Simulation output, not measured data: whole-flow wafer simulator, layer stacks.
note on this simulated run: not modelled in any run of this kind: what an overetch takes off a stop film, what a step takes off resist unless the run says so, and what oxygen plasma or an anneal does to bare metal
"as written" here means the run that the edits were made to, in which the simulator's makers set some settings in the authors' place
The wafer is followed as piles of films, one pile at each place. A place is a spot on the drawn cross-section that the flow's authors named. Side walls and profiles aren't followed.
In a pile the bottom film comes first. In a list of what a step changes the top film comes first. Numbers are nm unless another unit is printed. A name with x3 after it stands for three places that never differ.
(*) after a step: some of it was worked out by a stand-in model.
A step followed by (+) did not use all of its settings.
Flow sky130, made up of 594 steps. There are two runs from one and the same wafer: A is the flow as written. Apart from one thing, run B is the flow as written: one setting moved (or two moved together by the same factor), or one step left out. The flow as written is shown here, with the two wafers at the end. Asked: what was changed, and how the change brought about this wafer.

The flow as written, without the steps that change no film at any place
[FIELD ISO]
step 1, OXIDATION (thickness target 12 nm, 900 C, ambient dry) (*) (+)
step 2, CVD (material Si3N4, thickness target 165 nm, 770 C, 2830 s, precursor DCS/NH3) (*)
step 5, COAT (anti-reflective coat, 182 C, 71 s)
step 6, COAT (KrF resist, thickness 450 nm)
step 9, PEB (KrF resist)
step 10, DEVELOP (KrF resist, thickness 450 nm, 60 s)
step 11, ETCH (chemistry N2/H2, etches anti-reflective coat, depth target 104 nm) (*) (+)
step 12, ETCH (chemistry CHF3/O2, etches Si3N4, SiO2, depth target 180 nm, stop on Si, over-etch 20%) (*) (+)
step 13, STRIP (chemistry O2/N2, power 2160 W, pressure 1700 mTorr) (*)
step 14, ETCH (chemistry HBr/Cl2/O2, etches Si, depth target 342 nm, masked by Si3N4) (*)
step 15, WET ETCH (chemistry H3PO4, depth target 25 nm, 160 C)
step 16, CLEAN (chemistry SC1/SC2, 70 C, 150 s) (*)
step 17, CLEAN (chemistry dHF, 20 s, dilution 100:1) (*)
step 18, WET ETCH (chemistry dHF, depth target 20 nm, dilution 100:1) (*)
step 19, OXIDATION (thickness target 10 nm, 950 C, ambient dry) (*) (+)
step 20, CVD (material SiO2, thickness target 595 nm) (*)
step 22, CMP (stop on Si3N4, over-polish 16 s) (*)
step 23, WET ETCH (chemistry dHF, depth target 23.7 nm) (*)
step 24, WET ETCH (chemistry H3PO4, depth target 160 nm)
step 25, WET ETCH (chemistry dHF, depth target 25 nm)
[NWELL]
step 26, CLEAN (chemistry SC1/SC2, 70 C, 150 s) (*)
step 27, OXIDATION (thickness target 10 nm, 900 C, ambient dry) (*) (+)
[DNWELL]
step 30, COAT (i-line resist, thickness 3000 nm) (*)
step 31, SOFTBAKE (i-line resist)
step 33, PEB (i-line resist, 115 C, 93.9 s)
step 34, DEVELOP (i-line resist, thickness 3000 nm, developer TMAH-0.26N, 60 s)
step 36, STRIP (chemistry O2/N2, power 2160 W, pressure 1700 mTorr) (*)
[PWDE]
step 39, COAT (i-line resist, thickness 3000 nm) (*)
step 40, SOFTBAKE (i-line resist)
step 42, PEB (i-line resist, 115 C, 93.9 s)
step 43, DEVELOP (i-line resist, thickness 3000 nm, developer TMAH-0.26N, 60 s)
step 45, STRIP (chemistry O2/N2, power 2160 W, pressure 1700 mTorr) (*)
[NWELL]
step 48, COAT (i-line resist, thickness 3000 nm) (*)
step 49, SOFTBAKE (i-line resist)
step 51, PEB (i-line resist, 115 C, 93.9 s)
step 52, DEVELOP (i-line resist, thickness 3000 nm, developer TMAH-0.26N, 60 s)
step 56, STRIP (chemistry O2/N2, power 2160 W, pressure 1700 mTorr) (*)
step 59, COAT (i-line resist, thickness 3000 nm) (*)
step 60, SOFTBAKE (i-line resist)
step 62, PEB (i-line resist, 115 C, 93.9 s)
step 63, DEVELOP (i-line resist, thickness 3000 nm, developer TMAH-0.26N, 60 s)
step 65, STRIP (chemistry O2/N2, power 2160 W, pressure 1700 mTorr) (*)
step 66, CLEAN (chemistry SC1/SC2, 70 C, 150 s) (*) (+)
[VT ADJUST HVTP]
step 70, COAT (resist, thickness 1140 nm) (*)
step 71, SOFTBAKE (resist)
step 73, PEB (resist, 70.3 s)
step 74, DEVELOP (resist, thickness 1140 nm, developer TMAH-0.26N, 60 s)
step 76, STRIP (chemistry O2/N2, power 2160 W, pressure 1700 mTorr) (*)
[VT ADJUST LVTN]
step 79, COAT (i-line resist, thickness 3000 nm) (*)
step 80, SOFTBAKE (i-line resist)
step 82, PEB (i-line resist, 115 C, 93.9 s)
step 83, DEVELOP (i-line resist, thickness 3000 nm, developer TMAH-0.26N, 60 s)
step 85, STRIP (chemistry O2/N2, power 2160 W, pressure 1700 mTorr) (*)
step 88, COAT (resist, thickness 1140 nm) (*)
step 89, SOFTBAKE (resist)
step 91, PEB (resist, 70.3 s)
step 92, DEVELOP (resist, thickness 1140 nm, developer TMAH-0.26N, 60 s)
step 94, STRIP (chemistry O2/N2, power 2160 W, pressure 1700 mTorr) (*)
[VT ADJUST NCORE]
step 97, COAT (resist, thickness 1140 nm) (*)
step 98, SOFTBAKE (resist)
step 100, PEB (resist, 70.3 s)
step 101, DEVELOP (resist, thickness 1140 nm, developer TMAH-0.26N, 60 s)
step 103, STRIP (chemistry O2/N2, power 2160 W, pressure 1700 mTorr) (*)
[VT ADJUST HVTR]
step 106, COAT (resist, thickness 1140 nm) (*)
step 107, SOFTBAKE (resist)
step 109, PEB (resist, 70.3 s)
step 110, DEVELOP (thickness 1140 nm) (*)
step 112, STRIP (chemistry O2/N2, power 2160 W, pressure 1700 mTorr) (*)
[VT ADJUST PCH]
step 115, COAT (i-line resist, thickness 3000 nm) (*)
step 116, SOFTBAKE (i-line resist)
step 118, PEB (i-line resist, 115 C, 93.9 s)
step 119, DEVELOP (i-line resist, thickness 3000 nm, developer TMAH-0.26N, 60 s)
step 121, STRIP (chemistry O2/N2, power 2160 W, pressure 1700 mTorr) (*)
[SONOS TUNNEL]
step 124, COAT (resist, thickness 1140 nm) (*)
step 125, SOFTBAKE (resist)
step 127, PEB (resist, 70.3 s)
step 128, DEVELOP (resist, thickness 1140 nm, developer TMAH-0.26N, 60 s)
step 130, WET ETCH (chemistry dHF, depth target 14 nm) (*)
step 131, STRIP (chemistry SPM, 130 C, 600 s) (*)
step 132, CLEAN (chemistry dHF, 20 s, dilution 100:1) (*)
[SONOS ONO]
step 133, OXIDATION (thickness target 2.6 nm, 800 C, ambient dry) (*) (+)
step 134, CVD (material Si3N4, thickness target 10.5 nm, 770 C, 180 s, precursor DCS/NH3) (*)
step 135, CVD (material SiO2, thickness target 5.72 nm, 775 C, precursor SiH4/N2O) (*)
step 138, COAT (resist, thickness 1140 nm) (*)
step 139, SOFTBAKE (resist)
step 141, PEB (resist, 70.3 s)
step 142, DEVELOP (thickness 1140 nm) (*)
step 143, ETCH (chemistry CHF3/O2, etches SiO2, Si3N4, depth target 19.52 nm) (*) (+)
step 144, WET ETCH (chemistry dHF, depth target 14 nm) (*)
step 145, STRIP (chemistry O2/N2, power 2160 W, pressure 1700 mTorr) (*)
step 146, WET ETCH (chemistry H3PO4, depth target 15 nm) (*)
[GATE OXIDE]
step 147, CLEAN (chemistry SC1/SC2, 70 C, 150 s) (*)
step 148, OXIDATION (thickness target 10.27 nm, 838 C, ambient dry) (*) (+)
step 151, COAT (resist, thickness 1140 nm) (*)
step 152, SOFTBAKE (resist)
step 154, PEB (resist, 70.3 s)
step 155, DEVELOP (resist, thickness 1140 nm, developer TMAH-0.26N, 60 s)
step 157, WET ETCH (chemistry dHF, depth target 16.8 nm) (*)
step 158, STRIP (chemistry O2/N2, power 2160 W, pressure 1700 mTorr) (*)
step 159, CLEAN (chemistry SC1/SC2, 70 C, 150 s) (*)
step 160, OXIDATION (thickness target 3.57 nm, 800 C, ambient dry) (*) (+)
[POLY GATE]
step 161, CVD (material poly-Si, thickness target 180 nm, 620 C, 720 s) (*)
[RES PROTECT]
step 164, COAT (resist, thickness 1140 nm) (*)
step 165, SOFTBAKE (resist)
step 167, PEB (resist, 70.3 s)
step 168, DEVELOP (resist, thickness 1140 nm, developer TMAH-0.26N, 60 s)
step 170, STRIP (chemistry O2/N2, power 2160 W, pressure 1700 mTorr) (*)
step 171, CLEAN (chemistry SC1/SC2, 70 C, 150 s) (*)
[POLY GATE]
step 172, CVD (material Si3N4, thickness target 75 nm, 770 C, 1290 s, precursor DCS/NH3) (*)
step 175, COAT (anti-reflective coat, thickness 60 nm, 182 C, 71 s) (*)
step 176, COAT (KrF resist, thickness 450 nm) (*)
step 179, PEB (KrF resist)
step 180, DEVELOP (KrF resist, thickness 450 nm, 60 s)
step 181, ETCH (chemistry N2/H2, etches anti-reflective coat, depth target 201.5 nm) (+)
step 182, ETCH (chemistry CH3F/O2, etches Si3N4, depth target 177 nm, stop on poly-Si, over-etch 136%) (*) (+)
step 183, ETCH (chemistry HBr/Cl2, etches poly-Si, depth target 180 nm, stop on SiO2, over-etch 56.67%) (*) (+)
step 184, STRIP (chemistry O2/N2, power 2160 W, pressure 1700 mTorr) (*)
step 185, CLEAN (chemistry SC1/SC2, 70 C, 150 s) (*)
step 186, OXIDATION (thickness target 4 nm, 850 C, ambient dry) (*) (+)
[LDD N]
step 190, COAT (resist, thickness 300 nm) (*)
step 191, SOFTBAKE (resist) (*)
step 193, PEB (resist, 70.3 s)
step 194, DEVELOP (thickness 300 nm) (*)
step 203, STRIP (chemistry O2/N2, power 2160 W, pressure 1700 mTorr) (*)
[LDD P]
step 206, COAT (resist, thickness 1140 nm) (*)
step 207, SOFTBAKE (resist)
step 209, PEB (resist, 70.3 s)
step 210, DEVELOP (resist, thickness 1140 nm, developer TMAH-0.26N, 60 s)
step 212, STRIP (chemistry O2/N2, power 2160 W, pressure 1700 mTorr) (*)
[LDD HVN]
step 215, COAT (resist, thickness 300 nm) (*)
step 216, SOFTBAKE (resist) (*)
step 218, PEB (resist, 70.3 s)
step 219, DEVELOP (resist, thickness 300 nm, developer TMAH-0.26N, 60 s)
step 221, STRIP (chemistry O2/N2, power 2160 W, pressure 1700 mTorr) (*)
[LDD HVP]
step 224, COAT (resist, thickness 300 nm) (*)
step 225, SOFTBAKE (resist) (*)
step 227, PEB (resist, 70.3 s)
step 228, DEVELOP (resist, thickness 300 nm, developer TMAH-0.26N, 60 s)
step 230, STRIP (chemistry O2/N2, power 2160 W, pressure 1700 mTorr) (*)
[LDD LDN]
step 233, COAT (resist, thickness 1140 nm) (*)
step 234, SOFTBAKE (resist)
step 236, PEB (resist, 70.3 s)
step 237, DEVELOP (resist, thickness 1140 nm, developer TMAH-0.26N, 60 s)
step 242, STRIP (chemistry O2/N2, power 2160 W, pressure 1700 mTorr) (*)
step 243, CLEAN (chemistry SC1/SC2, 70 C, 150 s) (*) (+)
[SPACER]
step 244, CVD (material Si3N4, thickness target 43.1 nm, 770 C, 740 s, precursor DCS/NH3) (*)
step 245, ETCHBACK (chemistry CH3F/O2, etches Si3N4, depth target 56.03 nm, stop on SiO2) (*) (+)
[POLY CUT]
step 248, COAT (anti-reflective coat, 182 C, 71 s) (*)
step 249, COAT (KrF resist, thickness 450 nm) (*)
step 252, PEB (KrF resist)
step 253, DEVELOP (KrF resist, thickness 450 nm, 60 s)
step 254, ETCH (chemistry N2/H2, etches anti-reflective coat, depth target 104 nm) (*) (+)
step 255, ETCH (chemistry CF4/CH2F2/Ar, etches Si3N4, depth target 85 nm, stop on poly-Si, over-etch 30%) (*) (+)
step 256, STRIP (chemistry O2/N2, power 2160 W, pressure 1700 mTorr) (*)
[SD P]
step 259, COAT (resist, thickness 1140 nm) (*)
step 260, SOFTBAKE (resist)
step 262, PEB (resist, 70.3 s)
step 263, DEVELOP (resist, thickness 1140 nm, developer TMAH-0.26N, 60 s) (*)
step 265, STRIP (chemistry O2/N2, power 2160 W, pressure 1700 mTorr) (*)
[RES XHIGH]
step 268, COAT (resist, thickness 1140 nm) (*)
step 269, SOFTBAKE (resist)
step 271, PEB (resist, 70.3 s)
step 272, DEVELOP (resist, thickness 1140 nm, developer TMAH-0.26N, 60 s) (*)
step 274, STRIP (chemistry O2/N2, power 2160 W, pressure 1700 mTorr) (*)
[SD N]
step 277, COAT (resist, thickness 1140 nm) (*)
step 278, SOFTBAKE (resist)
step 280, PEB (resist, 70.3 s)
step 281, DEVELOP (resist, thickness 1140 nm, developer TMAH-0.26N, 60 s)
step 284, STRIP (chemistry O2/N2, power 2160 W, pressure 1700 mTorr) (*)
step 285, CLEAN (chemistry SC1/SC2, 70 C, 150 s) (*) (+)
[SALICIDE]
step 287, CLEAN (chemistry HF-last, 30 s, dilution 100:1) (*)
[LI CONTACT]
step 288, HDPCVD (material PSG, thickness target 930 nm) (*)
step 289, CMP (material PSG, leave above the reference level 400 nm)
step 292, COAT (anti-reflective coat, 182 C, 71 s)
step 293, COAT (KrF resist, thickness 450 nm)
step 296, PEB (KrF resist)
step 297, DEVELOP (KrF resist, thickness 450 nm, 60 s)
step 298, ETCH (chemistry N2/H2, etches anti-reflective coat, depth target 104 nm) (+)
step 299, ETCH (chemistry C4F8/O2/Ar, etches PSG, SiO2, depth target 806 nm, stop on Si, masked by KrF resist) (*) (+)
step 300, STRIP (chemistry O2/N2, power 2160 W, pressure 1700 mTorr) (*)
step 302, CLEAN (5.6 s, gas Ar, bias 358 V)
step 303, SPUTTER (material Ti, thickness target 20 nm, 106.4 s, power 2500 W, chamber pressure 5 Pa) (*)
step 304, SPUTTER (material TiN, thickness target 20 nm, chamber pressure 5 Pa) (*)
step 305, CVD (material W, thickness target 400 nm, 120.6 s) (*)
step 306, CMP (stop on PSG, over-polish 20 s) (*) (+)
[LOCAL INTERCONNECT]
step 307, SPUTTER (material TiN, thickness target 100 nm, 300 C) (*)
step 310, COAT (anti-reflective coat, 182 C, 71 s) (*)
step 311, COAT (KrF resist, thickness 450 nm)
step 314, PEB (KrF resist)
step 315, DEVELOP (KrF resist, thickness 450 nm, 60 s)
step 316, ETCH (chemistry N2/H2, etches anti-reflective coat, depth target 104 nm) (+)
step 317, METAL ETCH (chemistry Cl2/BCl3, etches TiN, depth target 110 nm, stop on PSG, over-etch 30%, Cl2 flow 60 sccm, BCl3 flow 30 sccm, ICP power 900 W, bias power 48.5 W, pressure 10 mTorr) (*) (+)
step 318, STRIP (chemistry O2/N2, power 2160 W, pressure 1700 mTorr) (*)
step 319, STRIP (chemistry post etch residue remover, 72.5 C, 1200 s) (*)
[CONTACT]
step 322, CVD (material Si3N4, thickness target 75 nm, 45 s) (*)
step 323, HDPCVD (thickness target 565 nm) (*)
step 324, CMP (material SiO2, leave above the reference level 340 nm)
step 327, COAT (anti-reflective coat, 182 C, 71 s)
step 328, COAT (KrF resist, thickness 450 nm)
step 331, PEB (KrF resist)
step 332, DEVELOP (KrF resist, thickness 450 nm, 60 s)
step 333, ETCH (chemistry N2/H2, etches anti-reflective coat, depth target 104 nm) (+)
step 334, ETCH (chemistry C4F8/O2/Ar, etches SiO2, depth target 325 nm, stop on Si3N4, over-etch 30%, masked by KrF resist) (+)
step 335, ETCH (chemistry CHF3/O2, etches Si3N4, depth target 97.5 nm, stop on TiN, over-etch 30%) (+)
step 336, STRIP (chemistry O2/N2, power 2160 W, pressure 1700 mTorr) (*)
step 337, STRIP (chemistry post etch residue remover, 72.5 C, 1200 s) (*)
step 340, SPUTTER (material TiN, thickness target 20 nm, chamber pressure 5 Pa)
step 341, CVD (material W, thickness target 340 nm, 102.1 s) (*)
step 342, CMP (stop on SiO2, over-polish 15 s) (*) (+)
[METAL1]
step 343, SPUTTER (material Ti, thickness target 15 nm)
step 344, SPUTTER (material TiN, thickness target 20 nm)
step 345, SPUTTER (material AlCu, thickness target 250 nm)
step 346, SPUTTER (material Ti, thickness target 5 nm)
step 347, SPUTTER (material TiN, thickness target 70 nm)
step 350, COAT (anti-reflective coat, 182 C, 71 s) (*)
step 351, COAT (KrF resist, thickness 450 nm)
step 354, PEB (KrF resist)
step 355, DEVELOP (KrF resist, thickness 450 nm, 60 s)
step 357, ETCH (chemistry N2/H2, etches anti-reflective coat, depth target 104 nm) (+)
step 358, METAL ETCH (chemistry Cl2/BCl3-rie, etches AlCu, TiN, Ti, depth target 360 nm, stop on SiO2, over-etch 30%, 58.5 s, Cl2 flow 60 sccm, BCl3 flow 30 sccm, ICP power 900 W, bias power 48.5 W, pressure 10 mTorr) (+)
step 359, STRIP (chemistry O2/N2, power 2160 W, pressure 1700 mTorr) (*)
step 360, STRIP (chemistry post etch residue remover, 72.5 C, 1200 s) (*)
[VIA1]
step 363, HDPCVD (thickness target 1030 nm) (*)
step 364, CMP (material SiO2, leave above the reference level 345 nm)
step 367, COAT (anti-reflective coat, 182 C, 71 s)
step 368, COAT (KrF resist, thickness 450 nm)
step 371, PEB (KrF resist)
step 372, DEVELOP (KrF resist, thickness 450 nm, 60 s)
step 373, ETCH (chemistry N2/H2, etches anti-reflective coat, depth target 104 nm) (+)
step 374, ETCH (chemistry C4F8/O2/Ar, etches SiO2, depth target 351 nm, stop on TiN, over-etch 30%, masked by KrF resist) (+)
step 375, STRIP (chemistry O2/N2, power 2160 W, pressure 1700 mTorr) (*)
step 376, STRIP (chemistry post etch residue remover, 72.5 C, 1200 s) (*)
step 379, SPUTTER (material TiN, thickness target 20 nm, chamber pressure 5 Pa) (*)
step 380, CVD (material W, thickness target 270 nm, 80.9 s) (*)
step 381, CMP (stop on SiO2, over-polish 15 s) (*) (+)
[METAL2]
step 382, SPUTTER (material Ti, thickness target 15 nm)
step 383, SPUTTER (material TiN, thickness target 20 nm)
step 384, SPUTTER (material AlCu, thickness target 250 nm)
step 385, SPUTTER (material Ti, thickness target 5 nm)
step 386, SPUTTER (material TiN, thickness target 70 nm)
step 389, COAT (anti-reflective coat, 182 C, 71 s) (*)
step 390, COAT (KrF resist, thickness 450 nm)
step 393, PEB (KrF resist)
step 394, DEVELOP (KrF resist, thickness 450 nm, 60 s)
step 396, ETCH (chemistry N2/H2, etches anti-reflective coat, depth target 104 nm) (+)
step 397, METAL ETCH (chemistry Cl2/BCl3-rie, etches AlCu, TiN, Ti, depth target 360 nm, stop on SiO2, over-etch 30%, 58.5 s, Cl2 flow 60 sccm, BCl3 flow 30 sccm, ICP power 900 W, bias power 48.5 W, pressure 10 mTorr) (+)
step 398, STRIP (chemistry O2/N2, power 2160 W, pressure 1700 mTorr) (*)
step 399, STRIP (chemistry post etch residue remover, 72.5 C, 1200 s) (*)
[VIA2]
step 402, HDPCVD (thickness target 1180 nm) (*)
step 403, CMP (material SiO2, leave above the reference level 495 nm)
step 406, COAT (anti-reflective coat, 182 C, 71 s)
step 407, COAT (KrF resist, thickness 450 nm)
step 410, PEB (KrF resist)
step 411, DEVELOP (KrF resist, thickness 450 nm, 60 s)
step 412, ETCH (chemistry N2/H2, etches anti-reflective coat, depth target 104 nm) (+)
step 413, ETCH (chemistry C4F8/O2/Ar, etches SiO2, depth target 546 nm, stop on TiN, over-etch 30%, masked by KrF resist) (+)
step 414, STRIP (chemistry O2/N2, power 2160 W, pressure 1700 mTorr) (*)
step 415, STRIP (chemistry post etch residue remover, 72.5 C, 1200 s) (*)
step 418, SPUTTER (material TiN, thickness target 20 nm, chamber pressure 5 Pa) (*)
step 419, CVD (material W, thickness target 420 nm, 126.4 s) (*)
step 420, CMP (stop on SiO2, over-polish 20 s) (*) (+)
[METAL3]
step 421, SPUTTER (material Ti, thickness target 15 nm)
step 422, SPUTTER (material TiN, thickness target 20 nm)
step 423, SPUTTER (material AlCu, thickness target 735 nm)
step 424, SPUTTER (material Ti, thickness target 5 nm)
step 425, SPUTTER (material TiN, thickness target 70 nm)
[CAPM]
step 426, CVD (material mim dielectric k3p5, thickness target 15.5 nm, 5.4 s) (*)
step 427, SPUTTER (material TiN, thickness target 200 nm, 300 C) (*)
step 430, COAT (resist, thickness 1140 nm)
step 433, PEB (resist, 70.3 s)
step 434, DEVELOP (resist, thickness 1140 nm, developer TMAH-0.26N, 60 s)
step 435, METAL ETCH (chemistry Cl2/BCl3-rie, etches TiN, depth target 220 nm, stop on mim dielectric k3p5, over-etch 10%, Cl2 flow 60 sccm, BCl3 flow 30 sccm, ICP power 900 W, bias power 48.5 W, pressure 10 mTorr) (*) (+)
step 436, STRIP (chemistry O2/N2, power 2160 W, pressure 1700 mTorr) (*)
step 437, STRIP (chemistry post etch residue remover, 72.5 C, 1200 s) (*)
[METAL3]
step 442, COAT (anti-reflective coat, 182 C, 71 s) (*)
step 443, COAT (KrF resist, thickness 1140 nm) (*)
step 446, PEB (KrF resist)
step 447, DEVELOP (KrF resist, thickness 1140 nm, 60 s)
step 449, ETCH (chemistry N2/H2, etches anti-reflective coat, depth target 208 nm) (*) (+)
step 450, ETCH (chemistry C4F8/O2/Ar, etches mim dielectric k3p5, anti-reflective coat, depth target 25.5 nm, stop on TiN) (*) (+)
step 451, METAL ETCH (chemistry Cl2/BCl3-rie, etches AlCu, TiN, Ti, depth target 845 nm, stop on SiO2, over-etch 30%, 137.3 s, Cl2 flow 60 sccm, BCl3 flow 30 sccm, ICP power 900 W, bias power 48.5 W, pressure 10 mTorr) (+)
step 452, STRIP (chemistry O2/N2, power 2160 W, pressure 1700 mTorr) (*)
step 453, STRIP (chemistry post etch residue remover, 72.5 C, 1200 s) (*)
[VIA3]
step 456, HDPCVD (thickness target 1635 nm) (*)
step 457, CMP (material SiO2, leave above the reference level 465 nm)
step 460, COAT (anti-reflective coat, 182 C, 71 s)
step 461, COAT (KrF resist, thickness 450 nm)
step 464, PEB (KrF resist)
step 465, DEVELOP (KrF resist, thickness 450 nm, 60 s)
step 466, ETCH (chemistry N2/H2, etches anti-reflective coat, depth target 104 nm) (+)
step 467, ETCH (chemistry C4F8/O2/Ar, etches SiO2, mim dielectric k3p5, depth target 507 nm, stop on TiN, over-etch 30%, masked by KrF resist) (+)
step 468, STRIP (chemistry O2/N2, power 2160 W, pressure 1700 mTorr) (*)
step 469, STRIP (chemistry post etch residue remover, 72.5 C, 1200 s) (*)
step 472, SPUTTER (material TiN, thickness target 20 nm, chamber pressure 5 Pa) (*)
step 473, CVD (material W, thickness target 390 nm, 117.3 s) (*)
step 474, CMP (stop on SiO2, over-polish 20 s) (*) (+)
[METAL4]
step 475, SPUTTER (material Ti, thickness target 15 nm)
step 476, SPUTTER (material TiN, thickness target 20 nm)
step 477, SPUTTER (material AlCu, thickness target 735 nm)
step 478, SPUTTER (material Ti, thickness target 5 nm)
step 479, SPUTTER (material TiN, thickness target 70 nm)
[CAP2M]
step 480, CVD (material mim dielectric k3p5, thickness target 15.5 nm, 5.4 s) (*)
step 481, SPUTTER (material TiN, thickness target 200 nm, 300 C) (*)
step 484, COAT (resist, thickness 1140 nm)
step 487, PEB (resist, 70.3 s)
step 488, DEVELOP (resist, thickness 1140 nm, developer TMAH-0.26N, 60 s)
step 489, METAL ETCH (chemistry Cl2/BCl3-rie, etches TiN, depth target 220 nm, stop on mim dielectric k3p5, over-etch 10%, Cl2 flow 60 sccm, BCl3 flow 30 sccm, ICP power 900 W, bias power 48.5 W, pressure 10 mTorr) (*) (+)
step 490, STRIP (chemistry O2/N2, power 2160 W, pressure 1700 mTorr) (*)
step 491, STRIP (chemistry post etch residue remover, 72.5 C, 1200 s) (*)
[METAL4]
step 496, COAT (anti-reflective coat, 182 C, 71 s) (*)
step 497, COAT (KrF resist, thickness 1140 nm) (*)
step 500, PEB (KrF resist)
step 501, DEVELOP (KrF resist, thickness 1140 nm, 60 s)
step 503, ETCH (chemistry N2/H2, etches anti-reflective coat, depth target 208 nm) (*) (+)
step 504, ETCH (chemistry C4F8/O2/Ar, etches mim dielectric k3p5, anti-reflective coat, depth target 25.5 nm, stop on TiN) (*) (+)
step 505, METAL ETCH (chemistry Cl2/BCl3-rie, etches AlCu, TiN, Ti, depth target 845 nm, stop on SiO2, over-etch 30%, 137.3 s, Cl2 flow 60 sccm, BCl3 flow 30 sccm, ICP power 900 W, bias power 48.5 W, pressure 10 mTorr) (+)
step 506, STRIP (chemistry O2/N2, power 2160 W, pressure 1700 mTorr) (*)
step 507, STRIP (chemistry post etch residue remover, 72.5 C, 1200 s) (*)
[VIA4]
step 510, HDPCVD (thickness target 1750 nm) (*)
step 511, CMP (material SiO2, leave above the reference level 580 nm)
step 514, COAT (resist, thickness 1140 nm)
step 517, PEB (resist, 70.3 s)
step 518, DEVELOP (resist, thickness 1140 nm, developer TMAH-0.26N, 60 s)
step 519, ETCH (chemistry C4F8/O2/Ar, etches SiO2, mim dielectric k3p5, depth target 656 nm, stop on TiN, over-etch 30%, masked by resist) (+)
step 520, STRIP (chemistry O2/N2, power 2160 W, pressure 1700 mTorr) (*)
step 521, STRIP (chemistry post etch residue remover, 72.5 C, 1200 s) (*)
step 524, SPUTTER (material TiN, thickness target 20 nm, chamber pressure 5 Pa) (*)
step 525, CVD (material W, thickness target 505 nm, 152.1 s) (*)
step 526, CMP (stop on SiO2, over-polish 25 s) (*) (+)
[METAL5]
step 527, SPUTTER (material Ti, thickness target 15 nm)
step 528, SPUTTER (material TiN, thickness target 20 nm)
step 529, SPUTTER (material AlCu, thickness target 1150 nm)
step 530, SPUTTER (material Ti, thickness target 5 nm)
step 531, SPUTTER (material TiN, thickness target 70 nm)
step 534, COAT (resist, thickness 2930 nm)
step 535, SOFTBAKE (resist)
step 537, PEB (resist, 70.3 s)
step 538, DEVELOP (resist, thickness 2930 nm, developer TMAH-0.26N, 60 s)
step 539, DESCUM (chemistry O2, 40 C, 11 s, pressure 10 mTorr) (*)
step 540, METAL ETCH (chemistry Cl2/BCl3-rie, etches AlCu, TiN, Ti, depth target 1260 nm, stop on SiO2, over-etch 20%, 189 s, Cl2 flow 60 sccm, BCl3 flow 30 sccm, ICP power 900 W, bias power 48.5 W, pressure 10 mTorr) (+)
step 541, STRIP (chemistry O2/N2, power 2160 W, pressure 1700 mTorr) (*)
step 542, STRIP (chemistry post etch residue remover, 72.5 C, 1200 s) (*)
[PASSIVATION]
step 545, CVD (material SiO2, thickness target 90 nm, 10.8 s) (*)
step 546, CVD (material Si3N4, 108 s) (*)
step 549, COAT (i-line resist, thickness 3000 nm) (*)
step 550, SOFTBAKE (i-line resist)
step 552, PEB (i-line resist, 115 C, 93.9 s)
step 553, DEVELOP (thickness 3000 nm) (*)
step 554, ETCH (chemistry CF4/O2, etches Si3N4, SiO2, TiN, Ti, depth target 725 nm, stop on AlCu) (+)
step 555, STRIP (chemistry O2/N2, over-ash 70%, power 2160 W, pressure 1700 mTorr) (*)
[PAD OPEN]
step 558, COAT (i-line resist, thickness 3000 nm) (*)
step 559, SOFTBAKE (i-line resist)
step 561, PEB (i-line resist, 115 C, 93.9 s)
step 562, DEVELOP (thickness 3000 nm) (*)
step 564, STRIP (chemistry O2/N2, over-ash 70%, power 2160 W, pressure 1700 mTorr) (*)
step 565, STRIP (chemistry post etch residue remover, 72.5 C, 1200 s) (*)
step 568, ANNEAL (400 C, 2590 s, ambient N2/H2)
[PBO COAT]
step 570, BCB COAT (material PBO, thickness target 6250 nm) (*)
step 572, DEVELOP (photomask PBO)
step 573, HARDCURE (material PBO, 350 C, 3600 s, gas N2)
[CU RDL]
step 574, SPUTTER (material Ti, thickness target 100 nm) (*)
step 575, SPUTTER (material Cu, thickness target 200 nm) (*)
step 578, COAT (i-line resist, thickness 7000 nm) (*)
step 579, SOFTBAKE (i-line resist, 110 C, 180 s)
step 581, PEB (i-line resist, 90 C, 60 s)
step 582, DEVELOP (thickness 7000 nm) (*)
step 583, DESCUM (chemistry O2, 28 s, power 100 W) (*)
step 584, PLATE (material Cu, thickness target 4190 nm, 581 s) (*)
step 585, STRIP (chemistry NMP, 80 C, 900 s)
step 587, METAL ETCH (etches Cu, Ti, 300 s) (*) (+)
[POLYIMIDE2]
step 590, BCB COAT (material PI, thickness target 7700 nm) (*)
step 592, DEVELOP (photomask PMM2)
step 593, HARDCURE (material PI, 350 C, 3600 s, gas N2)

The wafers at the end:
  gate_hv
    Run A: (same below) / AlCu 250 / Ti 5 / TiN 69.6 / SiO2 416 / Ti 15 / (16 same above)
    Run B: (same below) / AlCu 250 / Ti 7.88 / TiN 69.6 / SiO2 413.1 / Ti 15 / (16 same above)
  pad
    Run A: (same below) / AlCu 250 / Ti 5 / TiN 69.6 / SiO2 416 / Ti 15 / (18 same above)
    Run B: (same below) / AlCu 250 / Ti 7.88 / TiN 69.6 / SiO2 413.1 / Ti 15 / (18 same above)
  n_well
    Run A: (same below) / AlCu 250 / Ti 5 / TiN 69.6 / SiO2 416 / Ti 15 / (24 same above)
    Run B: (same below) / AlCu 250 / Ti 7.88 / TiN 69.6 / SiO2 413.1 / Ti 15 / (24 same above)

Cause: step 385, SPUTTER: thickness target 7.88 nm was run, while the flow as written has thickness target 5 nm.
One can read it off the wafer: gate_hv has Ti 7.88, and step 385 as written asks for 5 nm.

How this came from the change, step by step:
  step 385, SPUTTER (material Ti, thickness target 5 nm)
      field, active, n_well and 188 more: A +5 Ti (new film) | B +7.88 Ti (new film)
  step 397, METAL ETCH (chemistry Cl2/BCl3-rie, etches AlCu, TiN, Ti, depth target 360 nm, stop on SiO2, over-etch 30%, 58.5 s, Cl2 flow 60 sccm, BCl3 flow 30 sccm, ICP power 900 W, bias power 48.5 W, pressure 10 mTorr) (+)
      field, active, gate and 82 more: A -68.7 TiN (all of it), -5 Ti (all of it), -250 AlCu (all of it), -20 TiN (all of it), -15 Ti (all of it), -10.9 SiO2 | B -68.7 TiN (all of it), -7.88 Ti (all of it), -250 AlCu (all of it), -20 TiN (all of it), -15 Ti (all of it), -10.6 SiO2
